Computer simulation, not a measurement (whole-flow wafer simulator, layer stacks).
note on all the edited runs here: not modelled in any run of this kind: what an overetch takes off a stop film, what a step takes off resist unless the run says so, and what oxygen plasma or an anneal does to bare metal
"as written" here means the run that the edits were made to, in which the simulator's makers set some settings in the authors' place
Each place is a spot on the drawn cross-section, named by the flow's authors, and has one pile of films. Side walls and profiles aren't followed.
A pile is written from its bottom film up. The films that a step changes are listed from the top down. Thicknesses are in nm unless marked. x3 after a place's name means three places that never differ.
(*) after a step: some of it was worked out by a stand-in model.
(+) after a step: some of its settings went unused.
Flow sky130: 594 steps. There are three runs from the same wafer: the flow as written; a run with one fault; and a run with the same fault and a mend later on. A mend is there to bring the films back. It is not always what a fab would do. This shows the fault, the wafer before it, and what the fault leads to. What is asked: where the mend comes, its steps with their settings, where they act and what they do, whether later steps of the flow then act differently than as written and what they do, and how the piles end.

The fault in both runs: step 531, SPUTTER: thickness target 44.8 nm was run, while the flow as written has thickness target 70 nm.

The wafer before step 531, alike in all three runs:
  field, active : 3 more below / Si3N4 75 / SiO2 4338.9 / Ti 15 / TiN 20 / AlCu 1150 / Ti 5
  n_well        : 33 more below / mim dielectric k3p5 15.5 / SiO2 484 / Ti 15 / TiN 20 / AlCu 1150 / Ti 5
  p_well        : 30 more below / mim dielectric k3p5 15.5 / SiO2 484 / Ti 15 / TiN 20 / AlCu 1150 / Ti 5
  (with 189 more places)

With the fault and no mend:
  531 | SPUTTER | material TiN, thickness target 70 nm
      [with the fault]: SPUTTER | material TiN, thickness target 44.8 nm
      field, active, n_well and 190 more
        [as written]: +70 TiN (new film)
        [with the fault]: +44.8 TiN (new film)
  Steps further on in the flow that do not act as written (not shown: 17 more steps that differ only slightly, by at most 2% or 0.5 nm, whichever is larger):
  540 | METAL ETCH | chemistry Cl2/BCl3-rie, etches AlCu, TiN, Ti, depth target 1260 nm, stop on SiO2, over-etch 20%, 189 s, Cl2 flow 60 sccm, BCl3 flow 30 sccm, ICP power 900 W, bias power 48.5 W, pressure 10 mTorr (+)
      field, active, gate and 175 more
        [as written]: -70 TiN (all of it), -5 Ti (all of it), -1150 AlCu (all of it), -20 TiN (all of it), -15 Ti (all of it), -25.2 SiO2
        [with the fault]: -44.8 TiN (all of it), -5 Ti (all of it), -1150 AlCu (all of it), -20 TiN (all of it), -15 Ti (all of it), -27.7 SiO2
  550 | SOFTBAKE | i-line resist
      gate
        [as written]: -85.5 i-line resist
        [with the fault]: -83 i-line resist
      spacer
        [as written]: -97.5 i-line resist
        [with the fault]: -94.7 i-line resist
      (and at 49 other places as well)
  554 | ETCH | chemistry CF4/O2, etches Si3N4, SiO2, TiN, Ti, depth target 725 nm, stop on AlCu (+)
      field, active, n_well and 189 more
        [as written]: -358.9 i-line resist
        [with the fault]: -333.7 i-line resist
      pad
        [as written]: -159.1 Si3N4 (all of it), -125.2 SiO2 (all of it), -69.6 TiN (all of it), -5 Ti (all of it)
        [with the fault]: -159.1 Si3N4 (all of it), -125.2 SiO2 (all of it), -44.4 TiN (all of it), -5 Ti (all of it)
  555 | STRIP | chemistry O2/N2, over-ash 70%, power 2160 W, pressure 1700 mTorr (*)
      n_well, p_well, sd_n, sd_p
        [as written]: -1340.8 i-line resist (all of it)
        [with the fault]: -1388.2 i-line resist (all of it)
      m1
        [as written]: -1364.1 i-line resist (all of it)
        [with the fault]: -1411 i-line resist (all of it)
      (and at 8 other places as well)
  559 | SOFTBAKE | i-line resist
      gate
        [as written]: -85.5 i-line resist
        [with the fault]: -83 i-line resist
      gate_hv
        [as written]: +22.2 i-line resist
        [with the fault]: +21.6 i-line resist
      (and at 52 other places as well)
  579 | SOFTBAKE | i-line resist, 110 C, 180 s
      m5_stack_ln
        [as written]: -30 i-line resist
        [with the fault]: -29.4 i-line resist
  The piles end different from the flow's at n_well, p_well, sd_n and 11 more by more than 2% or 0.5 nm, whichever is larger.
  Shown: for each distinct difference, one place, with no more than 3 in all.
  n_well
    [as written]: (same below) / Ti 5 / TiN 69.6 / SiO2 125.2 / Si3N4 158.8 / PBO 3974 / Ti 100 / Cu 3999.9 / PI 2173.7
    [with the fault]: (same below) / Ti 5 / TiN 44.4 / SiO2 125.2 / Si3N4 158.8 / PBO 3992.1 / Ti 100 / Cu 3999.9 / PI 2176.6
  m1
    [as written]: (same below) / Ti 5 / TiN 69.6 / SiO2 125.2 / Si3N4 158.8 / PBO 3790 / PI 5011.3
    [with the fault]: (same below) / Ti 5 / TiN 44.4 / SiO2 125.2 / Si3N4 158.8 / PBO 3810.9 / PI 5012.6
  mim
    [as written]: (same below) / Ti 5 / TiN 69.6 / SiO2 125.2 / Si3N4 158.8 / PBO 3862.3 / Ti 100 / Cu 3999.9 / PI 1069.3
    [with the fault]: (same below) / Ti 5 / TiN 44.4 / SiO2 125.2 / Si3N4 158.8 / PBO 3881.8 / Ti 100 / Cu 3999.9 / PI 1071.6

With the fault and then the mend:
  After step 538 comes the mend.
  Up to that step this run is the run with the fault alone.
  538a | STRIP | chemistry O2/N2, power 2160 W, pressure 1700 mTorr (*)
      n_well, p_well, sd_n and 9 more
        -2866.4 resist (all of it)
      m1, via4_hole
        -2868.5 resist (all of it)
      via4_enc
        -2866.3 resist (all of it)
  538b | SPUTTER | material TiN, thickness target 25.2 nm (a further turn of the flow's step 531, with different settings)
      field, active, n_well and 190 more
        +25.2 TiN
  538c | HMDS | 120 C, 60 s (a further turn of the flow's step 533)
      does not change any film at any place that is followed
  538d | COAT | resist, thickness 2930 nm (a further turn of the flow's step 534)
      n_well, p_well, gate_hv and 172 more
        +2930 resist (new film)
      field, active, gate and 13 more
        +2929.9 resist (new film)
      m1, via4_hole
        +2932.1 resist (new film)
  538e | SOFTBAKE | resist (a further turn of the flow's step 535)
      field, active, gate, spacer, m1, sonos_cell, sonos_guard, sonos_guard_hv
        +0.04 resist
      nwell_res
        +0.03 resist
      pplus_nw
        +0.02 resist
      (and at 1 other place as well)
  538f | EXPOSE | photomask MM5, dose 309.9 mJ/cm2, NA 0.6, wavelength 365 nm (*) (a further turn of the flow's step 536)
      does not change any film at any place that is followed
  538g | PEB | resist, 70.3 s (a further turn of the flow's step 537)
      field, active, n_well and 188 more
        -63.6 resist
      m1, via4_hole
        -63.7 resist
  538h | DEVELOP | resist, thickness 2930 nm, developer TMAH-0.26N, 60 s (a further turn of the flow's step 538)
      field, active, gate and 168 more
        -2866.4 resist (all of it)
      via1_hole, via1_enc, via2_hole, via2_enc, via3_hole, via3_enc, via_li1
        -2866.3 resist (all of it)
  Later steps of the flow that are run all act as written at every place that is followed.
  At every place that both follow, the piles at the end match the flow's.
